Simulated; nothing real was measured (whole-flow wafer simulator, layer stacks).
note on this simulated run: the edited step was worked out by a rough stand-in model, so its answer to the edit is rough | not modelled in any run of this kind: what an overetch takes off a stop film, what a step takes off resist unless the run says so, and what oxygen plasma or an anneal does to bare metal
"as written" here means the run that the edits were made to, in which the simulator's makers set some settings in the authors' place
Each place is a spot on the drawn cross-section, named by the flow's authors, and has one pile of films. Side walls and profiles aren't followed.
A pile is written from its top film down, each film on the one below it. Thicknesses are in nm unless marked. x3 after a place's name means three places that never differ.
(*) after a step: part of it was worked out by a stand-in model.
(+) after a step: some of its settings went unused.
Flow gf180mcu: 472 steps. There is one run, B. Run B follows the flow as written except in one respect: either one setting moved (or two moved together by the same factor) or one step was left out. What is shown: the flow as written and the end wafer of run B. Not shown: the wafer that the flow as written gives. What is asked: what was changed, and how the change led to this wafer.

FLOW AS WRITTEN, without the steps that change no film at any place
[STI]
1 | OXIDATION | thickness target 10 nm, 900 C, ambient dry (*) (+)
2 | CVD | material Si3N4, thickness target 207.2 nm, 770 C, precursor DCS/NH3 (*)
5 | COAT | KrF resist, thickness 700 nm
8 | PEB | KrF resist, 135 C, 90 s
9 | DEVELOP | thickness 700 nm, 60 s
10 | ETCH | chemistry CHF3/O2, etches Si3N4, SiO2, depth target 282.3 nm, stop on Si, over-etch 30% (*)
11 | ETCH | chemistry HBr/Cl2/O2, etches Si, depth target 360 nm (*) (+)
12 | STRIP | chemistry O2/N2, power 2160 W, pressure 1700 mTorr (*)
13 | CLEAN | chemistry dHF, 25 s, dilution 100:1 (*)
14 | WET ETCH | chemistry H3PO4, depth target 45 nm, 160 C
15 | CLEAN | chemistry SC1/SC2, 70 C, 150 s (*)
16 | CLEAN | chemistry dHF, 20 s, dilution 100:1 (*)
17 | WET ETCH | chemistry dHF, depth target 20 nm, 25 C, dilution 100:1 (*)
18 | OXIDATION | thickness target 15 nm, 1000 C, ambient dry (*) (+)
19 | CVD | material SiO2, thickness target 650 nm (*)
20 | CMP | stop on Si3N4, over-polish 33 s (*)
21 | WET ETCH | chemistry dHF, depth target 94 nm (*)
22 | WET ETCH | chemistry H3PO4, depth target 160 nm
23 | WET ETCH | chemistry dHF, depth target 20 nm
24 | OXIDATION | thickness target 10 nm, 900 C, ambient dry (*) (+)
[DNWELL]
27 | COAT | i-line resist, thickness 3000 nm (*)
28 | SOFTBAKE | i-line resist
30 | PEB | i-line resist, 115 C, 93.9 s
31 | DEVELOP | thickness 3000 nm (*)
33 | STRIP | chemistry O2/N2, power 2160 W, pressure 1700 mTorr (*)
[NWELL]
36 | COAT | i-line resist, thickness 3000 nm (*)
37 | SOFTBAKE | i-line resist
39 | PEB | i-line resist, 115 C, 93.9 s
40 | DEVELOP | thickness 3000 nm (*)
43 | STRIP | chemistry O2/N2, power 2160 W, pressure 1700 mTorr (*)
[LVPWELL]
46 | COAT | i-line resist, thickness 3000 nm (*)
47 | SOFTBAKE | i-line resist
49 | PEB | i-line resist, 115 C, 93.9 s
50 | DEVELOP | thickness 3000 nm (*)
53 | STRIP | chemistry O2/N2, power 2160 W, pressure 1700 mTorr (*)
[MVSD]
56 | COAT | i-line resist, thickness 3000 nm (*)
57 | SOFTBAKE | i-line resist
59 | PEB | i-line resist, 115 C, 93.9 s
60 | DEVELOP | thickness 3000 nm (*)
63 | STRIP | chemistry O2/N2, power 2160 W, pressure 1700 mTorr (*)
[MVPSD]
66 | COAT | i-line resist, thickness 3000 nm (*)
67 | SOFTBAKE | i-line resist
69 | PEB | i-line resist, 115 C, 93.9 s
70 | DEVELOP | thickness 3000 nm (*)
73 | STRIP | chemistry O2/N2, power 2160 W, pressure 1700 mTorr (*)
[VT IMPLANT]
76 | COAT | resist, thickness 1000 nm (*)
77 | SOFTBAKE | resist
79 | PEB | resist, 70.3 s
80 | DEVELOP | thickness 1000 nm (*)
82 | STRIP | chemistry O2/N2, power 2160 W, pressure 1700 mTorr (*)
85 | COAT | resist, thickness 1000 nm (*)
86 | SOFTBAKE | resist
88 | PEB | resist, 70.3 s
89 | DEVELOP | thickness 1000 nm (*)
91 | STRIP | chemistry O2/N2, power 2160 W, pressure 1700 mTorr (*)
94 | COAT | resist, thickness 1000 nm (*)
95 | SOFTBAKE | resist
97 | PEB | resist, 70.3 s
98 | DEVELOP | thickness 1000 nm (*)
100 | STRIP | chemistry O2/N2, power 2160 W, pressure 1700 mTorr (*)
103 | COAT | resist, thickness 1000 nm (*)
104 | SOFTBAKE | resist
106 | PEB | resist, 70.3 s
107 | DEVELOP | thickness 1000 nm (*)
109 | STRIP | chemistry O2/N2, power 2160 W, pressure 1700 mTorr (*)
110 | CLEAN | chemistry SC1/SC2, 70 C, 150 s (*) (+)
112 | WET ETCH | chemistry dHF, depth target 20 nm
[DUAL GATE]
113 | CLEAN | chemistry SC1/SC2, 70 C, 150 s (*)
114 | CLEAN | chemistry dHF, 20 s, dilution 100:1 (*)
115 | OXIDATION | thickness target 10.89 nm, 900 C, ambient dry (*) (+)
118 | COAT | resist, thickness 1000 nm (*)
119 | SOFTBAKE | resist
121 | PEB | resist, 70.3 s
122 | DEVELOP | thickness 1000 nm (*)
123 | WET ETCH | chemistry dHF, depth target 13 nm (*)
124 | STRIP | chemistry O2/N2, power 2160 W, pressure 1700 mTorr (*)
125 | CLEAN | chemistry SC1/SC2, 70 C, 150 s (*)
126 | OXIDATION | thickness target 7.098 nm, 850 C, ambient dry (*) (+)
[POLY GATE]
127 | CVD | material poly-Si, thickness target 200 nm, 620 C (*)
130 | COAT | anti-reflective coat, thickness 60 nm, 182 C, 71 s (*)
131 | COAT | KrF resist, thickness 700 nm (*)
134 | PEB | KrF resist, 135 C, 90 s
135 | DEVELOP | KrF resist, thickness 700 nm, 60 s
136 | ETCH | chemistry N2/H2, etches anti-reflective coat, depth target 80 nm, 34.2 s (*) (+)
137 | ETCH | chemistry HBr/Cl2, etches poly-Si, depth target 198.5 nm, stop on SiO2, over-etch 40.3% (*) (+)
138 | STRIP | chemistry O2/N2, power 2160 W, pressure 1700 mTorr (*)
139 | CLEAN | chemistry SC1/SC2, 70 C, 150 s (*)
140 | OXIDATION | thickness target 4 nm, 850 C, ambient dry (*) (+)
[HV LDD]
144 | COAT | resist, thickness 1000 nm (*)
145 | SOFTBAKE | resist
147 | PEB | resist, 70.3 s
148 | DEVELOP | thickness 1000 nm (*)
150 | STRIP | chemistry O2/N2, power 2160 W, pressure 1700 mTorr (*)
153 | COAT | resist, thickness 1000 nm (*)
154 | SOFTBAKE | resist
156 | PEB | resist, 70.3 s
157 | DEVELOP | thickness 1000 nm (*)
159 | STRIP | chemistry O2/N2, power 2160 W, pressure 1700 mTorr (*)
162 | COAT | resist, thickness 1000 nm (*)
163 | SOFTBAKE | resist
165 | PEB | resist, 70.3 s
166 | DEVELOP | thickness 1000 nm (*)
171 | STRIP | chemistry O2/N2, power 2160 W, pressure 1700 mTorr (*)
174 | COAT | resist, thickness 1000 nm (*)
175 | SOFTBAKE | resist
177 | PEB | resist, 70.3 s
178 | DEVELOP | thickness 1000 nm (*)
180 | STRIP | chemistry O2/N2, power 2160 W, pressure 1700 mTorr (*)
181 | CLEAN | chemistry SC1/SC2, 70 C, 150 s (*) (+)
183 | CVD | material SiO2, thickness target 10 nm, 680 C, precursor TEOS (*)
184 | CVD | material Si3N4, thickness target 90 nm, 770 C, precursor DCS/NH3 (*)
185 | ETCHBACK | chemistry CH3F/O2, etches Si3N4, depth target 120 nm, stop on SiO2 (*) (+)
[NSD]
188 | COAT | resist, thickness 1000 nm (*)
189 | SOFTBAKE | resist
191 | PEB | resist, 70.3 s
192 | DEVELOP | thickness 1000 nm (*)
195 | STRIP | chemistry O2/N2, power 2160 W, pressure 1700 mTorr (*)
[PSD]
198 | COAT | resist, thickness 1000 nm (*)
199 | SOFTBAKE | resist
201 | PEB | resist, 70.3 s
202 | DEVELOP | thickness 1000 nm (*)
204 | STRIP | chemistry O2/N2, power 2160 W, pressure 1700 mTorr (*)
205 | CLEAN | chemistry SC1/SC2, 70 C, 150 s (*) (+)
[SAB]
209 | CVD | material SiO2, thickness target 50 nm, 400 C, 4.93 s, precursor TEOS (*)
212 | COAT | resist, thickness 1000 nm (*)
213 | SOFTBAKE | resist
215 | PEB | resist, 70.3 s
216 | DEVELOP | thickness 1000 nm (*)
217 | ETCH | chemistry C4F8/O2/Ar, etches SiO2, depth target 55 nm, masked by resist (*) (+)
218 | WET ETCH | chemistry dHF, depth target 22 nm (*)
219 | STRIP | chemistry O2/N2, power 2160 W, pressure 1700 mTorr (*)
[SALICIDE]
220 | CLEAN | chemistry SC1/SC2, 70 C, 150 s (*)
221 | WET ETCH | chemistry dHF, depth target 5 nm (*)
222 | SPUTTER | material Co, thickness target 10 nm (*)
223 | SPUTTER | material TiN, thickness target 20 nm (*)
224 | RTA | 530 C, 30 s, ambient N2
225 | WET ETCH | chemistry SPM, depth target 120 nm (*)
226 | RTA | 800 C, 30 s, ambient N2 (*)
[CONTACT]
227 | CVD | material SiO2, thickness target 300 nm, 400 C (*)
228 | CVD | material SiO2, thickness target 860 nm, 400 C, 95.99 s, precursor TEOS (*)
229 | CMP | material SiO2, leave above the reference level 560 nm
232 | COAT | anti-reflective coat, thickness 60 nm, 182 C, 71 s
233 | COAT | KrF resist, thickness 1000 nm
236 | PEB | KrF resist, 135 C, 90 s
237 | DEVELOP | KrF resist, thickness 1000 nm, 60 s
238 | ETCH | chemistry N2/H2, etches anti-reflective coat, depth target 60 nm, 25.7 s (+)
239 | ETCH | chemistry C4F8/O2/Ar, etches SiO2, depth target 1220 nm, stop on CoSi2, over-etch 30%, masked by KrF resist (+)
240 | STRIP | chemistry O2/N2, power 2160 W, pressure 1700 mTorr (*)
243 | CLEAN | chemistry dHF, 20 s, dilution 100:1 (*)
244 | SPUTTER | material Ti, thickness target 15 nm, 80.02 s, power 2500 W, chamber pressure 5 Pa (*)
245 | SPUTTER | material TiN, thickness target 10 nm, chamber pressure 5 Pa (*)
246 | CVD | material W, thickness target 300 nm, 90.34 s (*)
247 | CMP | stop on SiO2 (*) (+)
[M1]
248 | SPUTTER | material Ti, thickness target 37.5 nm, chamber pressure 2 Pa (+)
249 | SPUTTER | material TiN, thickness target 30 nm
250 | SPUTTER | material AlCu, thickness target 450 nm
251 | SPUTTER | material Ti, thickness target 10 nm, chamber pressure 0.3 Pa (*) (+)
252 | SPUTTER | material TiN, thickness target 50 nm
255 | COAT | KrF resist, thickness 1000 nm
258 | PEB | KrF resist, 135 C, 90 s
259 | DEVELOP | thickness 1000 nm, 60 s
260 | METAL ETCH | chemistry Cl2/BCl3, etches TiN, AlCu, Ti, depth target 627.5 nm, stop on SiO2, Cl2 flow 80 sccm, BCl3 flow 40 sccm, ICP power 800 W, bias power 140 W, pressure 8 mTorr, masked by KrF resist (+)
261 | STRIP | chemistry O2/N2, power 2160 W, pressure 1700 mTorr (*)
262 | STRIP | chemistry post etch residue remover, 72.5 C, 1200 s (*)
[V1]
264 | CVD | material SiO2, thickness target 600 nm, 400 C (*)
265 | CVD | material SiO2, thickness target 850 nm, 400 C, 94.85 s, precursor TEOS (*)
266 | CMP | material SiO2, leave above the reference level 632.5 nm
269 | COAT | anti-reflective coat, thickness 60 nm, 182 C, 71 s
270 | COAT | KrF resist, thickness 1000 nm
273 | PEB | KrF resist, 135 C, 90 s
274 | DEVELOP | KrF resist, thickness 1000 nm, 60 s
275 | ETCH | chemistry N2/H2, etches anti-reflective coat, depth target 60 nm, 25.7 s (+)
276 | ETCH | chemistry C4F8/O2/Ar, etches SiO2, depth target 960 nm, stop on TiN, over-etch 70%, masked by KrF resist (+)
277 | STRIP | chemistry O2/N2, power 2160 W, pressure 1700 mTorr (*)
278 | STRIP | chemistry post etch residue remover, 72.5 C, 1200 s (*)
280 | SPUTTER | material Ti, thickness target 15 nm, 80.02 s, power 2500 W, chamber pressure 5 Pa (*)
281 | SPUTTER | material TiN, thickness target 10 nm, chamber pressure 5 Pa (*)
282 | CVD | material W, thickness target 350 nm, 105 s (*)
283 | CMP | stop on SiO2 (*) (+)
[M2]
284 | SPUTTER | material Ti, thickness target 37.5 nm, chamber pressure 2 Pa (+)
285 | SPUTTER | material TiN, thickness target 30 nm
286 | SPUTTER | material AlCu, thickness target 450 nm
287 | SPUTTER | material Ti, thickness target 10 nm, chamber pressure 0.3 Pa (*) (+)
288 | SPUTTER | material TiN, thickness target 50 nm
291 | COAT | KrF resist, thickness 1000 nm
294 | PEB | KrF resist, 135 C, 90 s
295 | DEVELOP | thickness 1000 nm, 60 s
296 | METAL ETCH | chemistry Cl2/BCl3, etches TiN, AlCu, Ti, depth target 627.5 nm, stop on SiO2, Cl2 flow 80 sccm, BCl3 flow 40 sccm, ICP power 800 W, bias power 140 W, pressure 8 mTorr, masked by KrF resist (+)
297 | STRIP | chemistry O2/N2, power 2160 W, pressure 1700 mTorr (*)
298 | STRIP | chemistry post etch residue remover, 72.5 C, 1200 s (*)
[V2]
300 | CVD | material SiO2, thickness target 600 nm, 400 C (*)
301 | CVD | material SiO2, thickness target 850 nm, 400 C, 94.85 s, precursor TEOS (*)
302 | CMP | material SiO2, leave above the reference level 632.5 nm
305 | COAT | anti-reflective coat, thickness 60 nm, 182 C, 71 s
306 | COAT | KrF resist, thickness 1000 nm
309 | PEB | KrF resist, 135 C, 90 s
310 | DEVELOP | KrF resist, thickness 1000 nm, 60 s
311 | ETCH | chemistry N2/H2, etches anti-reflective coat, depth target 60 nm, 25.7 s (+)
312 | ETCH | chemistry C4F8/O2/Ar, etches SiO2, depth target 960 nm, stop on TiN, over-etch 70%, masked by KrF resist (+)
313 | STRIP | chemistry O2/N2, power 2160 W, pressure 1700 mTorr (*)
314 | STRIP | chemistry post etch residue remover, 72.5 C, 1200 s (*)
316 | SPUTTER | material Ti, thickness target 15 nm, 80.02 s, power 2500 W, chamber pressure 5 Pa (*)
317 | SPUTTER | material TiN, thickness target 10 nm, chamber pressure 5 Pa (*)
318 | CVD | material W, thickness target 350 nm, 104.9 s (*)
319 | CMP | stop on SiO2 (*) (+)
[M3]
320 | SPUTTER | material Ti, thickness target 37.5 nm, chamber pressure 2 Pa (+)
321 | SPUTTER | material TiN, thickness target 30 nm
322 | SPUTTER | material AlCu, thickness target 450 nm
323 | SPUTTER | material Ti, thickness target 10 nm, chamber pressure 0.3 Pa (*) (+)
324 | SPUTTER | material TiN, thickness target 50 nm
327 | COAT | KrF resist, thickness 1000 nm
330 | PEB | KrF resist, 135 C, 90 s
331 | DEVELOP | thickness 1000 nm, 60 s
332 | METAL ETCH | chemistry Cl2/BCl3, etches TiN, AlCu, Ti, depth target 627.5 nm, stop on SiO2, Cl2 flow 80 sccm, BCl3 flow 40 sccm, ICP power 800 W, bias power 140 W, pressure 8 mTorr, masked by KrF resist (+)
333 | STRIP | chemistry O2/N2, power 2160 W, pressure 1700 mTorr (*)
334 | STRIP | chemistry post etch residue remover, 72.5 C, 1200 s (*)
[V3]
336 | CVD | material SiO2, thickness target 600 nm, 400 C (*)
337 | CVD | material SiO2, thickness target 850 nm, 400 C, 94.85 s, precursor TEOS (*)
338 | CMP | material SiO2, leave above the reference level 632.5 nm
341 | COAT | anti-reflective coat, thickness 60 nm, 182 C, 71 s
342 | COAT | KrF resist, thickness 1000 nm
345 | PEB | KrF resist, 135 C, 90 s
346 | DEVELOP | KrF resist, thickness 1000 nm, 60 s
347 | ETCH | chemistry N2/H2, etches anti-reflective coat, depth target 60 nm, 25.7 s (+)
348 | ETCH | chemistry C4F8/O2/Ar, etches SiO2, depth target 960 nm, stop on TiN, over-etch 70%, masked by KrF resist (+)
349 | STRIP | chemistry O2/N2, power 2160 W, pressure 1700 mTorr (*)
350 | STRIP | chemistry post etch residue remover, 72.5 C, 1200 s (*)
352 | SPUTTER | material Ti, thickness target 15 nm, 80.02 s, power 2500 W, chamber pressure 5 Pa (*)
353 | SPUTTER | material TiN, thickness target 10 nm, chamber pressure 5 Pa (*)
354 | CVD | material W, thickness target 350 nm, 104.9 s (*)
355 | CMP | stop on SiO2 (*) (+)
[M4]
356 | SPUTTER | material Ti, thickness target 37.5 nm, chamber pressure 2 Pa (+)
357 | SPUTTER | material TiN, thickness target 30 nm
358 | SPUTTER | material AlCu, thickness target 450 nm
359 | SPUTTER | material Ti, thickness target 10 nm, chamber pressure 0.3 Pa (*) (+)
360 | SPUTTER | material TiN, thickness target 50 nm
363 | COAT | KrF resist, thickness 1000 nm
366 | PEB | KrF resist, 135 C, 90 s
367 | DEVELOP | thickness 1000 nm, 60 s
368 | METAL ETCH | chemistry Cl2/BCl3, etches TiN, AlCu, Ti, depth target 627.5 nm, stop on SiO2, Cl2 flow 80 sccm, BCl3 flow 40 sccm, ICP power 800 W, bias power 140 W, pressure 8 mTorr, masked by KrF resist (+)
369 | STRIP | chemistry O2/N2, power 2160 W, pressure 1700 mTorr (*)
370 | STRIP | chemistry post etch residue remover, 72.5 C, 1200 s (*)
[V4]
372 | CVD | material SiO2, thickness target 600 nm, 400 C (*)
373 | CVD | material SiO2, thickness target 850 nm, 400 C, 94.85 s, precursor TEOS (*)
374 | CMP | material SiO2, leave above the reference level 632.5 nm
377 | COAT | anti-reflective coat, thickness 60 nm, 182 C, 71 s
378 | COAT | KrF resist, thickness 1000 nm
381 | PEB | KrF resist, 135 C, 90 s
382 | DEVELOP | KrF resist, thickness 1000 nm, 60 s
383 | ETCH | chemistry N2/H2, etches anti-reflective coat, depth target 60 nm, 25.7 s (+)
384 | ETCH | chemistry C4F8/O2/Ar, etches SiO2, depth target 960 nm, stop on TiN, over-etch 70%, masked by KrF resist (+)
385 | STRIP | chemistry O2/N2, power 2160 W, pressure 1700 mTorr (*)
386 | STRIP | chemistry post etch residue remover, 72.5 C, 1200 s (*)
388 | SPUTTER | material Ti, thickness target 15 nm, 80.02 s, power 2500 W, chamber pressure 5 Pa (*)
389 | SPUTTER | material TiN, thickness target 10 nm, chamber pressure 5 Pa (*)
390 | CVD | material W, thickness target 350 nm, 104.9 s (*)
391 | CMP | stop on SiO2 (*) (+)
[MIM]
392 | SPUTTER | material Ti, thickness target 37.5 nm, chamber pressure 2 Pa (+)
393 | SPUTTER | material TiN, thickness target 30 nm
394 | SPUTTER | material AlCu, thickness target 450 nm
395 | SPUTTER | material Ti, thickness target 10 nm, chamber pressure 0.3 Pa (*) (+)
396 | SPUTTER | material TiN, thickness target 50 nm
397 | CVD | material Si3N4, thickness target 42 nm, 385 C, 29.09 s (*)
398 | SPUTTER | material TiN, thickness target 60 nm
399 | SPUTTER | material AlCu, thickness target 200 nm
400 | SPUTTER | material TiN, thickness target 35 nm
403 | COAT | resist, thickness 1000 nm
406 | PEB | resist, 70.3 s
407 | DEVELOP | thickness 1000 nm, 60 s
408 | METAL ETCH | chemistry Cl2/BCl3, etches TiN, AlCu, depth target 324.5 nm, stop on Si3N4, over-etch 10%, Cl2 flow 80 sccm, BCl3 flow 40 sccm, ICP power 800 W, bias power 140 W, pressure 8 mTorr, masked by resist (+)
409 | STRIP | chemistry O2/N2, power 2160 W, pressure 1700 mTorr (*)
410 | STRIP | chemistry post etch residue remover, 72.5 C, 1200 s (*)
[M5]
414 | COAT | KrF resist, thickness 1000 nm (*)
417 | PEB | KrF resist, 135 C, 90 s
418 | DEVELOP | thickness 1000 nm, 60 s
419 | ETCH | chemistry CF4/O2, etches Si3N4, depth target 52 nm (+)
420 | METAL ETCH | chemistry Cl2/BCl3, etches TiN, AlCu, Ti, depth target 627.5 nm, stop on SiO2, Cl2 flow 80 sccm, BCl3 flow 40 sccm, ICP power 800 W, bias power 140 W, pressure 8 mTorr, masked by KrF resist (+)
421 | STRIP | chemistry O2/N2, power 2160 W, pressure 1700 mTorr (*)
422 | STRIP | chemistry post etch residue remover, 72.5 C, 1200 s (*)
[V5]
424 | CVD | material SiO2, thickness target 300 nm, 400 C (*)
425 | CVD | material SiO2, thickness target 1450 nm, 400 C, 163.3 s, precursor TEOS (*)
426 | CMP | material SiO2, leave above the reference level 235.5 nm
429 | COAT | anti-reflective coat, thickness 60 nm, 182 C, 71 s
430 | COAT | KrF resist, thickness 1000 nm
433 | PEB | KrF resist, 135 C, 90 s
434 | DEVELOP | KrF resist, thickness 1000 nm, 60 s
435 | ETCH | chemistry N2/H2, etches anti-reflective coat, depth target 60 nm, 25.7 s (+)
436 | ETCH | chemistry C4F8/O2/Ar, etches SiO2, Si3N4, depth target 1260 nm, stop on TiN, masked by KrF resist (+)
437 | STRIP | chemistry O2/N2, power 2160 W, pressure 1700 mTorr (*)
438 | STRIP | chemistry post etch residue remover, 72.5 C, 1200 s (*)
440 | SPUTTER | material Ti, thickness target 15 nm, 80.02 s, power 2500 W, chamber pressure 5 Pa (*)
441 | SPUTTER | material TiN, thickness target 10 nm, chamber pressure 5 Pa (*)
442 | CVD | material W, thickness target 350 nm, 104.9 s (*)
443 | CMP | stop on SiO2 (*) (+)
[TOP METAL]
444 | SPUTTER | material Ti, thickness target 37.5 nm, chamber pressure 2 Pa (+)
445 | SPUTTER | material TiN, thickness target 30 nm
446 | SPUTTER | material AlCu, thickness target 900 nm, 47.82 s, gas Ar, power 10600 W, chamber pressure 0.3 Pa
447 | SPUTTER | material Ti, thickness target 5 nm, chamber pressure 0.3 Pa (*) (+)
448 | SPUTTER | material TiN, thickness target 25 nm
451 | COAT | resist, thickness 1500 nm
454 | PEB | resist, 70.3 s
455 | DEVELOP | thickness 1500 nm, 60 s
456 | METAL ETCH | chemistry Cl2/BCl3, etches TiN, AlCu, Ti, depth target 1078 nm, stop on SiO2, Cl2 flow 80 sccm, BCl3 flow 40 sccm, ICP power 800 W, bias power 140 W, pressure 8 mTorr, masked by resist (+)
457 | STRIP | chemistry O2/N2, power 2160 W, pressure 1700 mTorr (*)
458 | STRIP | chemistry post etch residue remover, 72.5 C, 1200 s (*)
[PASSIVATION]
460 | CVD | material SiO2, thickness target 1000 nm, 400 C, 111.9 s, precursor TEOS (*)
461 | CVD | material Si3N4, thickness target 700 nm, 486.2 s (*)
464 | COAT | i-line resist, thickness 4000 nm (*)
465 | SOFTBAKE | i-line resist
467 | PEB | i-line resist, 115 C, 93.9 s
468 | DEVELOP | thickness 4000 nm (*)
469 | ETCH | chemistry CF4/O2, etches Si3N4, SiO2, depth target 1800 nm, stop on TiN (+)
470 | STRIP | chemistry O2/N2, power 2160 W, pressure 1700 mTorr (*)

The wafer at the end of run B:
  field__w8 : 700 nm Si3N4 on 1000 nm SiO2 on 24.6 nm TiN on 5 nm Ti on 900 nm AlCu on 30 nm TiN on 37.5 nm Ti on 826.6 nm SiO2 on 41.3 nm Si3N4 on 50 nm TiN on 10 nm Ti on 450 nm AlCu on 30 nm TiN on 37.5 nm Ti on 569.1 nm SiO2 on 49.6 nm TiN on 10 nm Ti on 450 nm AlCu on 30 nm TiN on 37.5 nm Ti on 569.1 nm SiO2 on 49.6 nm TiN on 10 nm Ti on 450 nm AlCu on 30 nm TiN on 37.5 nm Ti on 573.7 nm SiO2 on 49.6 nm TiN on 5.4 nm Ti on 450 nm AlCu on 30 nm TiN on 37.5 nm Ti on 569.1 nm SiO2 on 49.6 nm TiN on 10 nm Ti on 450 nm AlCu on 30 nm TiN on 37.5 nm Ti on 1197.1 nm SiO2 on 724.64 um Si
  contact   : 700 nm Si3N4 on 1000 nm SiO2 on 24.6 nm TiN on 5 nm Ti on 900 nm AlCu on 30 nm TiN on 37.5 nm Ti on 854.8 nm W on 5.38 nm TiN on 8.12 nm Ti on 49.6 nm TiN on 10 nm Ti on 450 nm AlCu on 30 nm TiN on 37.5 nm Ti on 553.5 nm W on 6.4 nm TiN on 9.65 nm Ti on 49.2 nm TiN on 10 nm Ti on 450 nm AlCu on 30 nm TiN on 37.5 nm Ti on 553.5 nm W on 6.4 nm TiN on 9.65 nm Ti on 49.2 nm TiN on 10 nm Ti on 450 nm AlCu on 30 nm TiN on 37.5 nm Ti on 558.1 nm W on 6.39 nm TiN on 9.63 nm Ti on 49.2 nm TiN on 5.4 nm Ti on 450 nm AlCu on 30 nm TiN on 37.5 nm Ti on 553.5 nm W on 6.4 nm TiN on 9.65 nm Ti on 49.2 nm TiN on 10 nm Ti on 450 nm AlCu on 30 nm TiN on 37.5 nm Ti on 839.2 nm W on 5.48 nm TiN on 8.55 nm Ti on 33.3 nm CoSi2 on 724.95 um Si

The reason: step 287, SPUTTER: thickness target 5.4 nm was run, whereas the flow has thickness target 10 nm.
The wafer itself shows it: field__w8 has Ti 5.4, and step 287 as written asks for 10 nm.

How this came from the change, step by step:
  287 | SPUTTER | material Ti, thickness target 10 nm, chamber pressure 0.3 Pa (*) (+)
      field, field__w1, field__w2 and 108 more: Ti gains 5.4 (new film) (in the flow as written it would be: Ti gains 10 (new film))
  296 | METAL ETCH | chemistry Cl2/BCl3, etches TiN, AlCu, Ti, depth target 627.5 nm, stop on SiO2, Cl2 flow 80 sccm, BCl3 flow 40 sccm, ICP power 800 W, bias power 140 W, pressure 8 mTorr, masked by KrF resist (+)
      field, field__w1, field__w2 and 103 more: TiN loses 50 (all of it), Ti loses 5.4 (all of it), AlCu loses 450 (all of it), TiN loses 30 (all of it), Ti loses 37.5 (all of it) (in the flow as written it would be: TiN loses 50 (all of it), Ti loses 10 (all of it), AlCu loses 450 (all of it), TiN loses 30 (all of it), Ti loses 37.5 (all of it))
